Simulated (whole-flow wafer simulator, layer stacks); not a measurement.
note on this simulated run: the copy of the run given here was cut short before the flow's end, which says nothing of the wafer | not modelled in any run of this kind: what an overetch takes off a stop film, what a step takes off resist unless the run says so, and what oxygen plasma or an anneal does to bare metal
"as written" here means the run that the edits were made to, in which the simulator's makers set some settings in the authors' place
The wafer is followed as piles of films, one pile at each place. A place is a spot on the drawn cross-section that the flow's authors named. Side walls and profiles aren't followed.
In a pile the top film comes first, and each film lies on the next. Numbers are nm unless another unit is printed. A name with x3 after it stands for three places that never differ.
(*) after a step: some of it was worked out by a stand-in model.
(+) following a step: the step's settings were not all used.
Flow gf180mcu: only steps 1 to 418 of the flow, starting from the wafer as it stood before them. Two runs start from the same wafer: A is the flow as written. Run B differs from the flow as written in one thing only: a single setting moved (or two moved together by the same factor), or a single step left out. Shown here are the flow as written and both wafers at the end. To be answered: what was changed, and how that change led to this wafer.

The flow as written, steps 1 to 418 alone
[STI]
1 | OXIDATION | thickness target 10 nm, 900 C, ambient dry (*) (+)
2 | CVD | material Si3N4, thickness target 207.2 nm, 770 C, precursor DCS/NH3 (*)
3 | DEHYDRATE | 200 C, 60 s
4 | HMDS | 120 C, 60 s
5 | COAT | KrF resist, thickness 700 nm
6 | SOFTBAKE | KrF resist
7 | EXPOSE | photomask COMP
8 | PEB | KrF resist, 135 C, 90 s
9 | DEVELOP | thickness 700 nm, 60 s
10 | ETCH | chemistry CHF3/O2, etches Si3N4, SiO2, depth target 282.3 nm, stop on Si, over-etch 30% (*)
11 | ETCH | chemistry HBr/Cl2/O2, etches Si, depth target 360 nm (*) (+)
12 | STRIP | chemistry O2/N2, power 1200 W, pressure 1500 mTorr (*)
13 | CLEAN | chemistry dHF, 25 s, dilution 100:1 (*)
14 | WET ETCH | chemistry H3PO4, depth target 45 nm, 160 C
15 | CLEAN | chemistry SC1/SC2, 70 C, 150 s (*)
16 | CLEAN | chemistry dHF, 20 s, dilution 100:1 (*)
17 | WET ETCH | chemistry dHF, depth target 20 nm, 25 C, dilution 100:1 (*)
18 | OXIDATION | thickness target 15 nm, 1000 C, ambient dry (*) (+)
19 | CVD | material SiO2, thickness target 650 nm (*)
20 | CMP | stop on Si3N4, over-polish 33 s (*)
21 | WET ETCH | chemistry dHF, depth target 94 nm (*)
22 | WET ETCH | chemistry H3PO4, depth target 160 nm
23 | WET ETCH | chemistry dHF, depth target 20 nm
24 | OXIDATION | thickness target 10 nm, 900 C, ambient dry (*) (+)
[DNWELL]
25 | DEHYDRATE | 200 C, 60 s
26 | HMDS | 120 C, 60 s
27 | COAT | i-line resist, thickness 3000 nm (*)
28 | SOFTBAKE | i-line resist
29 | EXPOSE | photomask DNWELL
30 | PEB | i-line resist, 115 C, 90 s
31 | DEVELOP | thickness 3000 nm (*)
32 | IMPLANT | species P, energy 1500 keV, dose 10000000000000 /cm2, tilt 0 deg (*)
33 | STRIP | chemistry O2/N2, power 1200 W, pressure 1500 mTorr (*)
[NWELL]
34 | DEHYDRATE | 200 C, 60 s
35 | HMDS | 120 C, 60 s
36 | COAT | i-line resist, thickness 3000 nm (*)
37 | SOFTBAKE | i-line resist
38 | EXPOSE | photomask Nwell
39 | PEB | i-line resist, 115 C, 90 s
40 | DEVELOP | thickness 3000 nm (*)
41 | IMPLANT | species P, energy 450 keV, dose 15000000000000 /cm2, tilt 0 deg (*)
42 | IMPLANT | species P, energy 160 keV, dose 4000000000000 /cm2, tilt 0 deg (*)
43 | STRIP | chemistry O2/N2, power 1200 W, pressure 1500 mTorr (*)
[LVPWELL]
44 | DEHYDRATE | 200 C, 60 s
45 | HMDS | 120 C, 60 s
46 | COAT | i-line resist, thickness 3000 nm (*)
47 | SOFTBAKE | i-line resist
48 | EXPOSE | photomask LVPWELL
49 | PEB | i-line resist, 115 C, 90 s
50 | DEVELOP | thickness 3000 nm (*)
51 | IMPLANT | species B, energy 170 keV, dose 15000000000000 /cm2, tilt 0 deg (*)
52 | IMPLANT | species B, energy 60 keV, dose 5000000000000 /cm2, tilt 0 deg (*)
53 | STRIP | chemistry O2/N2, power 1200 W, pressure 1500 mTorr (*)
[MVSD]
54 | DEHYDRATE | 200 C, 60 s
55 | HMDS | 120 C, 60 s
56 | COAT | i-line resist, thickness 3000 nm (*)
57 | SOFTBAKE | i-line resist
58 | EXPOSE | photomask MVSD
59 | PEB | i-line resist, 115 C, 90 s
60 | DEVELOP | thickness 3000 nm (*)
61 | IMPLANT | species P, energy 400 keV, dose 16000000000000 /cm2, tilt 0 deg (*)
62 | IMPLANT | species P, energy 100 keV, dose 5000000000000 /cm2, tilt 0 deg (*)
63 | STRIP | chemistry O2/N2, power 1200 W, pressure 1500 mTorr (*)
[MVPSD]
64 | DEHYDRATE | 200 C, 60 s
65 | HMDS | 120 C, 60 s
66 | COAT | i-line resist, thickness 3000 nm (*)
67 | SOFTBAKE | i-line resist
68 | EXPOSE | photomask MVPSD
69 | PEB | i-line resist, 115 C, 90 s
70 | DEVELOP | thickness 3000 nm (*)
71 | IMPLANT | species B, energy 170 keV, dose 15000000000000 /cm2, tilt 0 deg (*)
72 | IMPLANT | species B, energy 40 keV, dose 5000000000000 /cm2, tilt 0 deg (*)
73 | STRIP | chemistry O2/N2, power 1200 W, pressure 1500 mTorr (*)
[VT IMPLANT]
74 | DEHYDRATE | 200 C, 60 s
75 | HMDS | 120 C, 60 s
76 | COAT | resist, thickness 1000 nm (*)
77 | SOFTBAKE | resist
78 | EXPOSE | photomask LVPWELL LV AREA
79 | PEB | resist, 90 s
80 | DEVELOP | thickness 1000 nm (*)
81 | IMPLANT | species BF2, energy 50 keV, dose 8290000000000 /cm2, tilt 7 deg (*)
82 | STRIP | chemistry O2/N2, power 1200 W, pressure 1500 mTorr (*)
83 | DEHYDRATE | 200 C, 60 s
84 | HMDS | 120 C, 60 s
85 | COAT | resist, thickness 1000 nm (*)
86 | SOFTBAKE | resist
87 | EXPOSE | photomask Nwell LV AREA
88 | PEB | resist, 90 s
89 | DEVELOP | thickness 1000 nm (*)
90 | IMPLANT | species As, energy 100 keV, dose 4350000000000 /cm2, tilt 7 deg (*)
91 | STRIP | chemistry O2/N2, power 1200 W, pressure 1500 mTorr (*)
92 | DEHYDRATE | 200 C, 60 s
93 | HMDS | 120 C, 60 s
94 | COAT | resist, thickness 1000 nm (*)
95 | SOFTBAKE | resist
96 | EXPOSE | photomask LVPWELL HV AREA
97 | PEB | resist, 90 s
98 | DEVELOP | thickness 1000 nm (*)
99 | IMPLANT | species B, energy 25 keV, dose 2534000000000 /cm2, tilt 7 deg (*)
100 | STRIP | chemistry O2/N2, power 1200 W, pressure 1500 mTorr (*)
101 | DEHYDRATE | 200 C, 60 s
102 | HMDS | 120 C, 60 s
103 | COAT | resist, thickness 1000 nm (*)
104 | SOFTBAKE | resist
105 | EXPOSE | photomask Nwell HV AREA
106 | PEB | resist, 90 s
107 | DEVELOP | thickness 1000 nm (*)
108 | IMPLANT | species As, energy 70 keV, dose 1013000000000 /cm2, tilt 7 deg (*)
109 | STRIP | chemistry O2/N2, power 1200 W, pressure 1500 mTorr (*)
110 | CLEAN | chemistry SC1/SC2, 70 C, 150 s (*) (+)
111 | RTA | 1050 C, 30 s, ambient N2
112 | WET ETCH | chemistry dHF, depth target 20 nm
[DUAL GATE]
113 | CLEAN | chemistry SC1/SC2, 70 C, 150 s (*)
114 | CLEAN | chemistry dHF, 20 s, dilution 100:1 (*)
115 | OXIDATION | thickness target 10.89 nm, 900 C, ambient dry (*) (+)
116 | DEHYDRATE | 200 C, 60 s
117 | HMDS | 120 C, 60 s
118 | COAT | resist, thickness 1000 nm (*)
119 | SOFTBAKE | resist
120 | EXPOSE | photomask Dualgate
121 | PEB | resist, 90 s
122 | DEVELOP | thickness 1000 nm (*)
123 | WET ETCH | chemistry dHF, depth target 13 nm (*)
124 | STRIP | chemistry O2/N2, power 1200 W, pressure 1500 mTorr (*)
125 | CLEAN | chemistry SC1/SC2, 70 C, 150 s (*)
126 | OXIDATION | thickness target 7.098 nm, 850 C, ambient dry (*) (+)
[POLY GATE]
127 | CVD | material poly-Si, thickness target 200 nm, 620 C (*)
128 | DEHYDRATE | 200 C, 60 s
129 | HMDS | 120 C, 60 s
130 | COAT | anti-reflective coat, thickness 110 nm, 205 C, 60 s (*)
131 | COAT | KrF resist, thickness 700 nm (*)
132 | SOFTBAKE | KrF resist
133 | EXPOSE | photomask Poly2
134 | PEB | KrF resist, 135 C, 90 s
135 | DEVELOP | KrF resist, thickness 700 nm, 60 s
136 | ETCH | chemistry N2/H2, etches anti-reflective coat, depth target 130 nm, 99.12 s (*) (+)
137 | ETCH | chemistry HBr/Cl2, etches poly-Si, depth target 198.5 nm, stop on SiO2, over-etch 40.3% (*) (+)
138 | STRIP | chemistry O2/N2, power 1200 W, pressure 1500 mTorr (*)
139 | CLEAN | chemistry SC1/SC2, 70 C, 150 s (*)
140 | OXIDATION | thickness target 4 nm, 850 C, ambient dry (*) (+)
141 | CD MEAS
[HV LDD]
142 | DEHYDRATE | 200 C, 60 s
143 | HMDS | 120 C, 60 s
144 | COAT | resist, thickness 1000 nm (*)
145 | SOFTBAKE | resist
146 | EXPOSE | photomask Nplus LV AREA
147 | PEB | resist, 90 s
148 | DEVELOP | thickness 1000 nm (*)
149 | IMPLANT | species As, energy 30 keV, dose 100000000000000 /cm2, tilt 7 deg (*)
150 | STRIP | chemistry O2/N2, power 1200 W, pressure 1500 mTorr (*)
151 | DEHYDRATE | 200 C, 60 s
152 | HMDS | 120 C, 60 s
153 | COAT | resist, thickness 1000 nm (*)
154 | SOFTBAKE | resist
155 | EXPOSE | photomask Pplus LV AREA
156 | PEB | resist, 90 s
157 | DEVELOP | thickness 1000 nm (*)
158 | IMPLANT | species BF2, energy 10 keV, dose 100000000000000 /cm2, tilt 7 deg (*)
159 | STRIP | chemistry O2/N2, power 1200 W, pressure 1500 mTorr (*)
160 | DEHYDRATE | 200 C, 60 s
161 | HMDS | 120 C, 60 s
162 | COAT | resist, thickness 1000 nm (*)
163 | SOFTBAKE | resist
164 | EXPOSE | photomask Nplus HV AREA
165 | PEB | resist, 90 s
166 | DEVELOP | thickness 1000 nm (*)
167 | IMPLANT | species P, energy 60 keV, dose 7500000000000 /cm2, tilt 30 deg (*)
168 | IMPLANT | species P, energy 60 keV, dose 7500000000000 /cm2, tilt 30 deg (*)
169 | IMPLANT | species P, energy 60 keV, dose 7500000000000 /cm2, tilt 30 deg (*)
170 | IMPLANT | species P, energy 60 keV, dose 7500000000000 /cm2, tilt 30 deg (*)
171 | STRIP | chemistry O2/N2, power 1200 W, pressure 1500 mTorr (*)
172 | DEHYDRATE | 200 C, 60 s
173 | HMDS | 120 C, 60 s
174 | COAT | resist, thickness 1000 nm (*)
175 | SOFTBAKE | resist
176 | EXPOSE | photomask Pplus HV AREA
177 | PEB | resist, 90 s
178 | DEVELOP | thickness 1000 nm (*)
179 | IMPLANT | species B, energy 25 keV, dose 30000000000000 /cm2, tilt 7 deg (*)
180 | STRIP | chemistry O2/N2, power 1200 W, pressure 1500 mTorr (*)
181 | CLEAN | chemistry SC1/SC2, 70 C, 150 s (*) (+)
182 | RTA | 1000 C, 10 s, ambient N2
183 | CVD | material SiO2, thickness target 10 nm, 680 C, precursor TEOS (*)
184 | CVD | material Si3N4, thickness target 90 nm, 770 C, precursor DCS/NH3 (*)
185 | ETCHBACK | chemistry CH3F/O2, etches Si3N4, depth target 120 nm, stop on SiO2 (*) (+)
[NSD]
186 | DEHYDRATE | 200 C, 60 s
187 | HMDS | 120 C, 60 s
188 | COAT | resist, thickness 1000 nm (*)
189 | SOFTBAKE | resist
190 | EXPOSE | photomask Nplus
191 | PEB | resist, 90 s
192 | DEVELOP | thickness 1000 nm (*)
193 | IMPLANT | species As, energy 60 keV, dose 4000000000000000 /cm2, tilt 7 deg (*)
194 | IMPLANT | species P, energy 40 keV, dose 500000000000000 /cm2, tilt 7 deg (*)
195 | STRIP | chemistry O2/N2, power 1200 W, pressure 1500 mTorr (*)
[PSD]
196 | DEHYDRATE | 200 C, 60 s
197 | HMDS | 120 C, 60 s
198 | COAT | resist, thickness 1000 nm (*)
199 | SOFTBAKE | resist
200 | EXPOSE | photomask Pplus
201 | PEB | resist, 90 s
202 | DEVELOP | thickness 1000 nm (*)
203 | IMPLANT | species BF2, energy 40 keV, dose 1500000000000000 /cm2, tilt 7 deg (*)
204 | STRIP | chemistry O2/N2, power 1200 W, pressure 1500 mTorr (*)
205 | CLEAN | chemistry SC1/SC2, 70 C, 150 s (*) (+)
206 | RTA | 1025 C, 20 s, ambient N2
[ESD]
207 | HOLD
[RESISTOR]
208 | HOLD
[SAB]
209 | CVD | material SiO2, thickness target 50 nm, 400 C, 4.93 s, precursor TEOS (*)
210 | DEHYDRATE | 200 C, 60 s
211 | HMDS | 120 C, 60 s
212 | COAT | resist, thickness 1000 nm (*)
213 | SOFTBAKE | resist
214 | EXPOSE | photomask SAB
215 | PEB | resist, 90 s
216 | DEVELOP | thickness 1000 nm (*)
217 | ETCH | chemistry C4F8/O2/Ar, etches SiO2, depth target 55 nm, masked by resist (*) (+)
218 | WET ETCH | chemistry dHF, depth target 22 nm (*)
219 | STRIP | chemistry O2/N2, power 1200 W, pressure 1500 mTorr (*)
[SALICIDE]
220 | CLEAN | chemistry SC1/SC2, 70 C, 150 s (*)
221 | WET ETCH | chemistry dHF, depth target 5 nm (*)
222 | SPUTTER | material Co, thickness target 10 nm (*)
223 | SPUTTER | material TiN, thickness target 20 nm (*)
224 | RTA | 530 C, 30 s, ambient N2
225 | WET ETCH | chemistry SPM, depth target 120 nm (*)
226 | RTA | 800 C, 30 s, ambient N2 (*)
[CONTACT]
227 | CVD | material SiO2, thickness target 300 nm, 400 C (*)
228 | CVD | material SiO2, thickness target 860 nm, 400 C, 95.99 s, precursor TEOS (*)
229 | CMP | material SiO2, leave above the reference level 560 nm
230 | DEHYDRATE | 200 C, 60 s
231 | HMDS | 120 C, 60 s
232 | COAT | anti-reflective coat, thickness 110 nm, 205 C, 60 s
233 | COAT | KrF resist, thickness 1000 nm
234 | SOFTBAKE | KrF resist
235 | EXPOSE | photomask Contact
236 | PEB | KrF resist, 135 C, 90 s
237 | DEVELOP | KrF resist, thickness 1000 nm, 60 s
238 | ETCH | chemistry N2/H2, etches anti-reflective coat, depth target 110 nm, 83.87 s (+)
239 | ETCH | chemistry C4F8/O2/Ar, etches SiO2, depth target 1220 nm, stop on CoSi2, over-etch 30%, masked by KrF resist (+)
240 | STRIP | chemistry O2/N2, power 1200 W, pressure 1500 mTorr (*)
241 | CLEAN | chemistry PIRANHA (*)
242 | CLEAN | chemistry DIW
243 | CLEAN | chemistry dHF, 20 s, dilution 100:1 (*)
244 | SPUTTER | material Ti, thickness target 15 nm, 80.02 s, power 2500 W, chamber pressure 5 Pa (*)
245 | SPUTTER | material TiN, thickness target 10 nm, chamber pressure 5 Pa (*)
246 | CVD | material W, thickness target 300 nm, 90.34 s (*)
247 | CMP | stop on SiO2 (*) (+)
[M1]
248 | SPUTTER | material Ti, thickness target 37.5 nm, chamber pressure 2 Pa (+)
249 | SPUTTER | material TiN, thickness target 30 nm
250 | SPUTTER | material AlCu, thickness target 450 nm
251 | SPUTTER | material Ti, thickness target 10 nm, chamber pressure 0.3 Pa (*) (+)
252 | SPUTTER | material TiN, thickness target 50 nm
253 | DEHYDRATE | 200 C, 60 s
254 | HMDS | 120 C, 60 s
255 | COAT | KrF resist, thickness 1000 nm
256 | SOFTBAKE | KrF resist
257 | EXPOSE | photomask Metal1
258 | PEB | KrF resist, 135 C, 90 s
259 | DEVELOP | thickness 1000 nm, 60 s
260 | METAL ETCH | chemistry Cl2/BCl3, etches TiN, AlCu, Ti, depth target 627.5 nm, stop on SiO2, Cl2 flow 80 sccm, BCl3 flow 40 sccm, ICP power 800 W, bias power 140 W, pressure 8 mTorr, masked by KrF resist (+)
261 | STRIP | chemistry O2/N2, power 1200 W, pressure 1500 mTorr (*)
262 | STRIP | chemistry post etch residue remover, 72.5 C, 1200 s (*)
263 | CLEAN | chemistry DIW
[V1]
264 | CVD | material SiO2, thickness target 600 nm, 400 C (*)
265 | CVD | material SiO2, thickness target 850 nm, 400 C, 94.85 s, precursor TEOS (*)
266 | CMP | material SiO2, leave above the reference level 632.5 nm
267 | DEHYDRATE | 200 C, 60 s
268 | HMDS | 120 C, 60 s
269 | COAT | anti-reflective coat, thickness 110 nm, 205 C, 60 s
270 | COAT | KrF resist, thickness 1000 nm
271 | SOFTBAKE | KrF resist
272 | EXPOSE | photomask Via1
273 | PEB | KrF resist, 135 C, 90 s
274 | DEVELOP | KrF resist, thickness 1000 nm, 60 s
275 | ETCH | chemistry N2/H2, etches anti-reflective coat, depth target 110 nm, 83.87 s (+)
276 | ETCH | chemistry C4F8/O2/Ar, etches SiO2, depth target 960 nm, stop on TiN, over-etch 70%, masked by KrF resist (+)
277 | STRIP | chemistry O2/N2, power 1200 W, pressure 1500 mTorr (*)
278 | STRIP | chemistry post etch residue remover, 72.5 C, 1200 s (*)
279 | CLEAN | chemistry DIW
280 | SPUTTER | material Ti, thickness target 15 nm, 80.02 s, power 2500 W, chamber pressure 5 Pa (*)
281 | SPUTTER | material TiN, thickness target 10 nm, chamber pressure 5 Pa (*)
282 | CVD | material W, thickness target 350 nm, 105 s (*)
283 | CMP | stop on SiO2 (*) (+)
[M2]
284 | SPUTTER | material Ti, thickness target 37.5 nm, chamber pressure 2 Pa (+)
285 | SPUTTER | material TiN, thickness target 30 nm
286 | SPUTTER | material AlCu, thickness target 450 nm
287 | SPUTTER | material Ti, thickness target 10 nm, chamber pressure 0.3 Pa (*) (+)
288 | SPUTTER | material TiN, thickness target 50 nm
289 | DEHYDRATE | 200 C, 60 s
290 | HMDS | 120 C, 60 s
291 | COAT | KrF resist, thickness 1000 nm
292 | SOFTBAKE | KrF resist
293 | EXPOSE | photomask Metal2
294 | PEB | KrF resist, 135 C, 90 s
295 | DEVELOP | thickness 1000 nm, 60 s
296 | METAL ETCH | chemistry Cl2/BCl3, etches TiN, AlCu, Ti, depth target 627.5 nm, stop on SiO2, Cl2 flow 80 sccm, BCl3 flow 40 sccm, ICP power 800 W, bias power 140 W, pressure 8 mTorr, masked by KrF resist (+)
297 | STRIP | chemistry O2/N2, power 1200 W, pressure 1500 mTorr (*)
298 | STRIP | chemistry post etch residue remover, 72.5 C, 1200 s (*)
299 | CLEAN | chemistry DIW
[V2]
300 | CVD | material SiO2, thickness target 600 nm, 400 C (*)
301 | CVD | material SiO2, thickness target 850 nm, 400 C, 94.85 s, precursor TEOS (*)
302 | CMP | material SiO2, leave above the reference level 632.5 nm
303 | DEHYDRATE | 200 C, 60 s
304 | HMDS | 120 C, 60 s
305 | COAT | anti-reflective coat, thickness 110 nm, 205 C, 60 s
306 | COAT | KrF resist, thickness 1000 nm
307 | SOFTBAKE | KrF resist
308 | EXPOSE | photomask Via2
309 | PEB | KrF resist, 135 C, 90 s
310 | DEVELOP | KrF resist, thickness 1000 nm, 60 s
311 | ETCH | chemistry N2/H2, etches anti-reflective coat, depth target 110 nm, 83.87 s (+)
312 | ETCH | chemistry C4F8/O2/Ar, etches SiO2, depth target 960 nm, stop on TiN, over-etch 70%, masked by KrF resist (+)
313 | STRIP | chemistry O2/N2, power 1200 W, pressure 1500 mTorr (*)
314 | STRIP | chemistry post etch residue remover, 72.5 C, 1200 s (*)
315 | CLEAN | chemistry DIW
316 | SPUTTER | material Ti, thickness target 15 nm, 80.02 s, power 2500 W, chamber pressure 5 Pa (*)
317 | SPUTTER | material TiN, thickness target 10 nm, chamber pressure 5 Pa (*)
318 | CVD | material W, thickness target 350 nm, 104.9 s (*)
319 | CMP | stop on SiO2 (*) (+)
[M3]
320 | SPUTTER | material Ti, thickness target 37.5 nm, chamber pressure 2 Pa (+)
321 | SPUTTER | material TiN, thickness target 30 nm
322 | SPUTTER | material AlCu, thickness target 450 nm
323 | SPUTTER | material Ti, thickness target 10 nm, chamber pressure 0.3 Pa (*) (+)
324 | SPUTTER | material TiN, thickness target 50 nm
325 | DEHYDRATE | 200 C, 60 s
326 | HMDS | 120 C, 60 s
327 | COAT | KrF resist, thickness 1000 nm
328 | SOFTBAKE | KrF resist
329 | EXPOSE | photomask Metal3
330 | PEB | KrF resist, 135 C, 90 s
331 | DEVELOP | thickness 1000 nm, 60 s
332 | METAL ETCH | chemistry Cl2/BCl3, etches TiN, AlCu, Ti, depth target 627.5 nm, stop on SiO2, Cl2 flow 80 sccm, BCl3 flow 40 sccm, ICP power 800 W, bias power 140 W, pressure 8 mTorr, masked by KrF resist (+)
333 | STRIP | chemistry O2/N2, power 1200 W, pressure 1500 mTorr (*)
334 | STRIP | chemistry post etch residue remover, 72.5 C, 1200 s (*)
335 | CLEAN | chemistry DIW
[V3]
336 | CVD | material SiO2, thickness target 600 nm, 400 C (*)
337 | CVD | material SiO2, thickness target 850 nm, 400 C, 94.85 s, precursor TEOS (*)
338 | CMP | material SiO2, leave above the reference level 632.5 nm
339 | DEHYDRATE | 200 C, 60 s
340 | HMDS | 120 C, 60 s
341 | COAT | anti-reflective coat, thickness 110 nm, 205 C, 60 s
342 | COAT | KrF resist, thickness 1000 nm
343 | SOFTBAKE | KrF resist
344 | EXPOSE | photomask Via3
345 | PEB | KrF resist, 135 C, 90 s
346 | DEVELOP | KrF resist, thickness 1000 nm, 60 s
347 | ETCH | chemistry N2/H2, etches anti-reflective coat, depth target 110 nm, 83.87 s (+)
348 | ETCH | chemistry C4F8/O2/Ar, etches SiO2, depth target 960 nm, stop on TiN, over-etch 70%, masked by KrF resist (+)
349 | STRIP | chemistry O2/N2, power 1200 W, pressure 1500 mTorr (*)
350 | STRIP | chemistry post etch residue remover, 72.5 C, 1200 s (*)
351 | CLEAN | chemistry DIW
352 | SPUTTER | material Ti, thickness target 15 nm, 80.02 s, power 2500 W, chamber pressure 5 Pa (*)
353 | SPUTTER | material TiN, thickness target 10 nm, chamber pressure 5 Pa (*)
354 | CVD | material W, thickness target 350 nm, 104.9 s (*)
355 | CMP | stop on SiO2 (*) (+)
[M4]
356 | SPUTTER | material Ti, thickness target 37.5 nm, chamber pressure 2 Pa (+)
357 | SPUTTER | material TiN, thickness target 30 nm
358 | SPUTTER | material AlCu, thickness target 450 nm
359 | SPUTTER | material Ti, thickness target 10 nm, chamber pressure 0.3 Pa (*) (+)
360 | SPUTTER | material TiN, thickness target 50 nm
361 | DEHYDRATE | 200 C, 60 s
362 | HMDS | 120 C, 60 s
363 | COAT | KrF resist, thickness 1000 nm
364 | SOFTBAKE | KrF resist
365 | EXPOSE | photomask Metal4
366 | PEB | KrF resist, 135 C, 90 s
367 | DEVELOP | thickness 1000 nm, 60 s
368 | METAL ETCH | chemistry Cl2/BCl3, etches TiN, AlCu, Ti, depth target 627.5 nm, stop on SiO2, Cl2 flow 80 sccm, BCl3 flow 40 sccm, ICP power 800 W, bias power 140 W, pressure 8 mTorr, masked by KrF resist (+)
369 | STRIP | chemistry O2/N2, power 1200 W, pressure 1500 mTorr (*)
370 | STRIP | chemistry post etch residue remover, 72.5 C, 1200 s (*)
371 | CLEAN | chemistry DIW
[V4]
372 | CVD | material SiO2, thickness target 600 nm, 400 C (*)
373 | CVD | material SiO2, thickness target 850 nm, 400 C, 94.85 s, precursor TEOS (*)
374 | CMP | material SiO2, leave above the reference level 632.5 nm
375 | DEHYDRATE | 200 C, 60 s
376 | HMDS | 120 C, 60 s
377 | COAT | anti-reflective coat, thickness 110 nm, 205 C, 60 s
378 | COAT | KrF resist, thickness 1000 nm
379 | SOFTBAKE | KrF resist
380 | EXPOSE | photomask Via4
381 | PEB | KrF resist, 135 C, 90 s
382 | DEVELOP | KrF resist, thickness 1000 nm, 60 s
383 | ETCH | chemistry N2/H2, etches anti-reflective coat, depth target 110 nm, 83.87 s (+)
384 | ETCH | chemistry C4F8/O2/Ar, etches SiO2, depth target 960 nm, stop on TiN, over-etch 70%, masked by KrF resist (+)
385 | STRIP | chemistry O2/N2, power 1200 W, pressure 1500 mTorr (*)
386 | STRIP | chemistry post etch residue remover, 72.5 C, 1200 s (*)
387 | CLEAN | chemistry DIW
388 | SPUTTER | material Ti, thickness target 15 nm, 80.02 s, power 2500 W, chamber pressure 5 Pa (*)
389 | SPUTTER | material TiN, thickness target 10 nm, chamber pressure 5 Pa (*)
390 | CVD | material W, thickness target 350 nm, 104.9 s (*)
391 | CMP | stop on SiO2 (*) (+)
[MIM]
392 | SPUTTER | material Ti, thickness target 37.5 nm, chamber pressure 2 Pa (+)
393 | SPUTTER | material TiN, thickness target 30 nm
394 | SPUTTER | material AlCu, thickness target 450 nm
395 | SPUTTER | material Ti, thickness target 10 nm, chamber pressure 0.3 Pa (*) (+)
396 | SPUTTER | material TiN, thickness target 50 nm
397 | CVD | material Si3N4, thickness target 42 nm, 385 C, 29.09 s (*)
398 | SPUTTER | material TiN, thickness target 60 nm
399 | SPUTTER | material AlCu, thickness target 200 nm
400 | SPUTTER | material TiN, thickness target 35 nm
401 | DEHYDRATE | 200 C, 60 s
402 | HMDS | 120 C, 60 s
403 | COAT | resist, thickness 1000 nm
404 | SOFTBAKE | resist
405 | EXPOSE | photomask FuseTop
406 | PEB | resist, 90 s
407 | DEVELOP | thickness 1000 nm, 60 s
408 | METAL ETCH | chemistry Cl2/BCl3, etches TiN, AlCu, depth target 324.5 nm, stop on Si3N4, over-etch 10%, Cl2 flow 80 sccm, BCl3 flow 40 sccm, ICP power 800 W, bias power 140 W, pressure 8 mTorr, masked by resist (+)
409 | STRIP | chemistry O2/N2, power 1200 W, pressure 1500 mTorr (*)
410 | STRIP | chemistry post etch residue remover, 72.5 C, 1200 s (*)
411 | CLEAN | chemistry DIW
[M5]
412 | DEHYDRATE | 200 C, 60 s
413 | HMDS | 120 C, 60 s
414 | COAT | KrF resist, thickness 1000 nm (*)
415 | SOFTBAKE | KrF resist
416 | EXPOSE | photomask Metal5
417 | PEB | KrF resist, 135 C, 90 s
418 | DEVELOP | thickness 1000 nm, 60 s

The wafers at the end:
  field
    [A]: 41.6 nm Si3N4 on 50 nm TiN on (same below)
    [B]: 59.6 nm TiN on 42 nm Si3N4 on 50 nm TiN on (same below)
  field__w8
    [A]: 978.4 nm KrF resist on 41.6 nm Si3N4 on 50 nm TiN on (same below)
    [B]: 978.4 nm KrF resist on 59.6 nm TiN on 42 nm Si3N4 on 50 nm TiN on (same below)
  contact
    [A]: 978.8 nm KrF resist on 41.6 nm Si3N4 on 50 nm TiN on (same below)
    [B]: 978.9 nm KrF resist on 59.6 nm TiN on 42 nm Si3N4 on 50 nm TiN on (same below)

Cause: step 399, SPUTTER: thickness target 290 nm was run, whereas the flow has thickness target 200 nm.

How this came from the change, step by step:
  399 | SPUTTER | material AlCu, thickness target 200 nm
      field, field__w1, field__w2 and 108 more: A +200 AlCu (new film) | B +290 AlCu (new film)
  408 | METAL ETCH | chemistry Cl2/BCl3, etches TiN, AlCu, depth target 324.5 nm, stop on Si3N4, over-etch 10%, Cl2 flow 80 sccm, BCl3 flow 40 sccm, ICP power 800 W, bias power 140 W, pressure 8 mTorr, masked by resist (+)
      field, field__w1, field__w2 and 107 more: A -35 TiN (all of it), -200 AlCu (all of it), -60 TiN (all of it) | B -35 TiN (all of it), -289.5 AlCu
  414 | COAT | KrF resist, thickness 1000 nm (*)
      mim: A +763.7 KrF resist (new film) | B +741 KrF resist (new film)
With metal films that touch counted as one body, field has 2 bodies (between them, from the top down: Si3N4 42); the flow as written gives 1 body.
With metal films that touch counted as one body, field__w8 has 6 bodies (between them, from the top down: Si3N4 42; SiO2 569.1; SiO2 569.1; SiO2 569.1; SiO2 569.1); the flow as written gives 5 bodies (between them, from the top down: SiO2 569.1; SiO2 569.1; SiO2 569.1; SiO2 569.1).
With metal films that touch counted as one body, contact has 2 bodies (between them, from the top down: Si3N4 42); the flow as written gives 1 body.
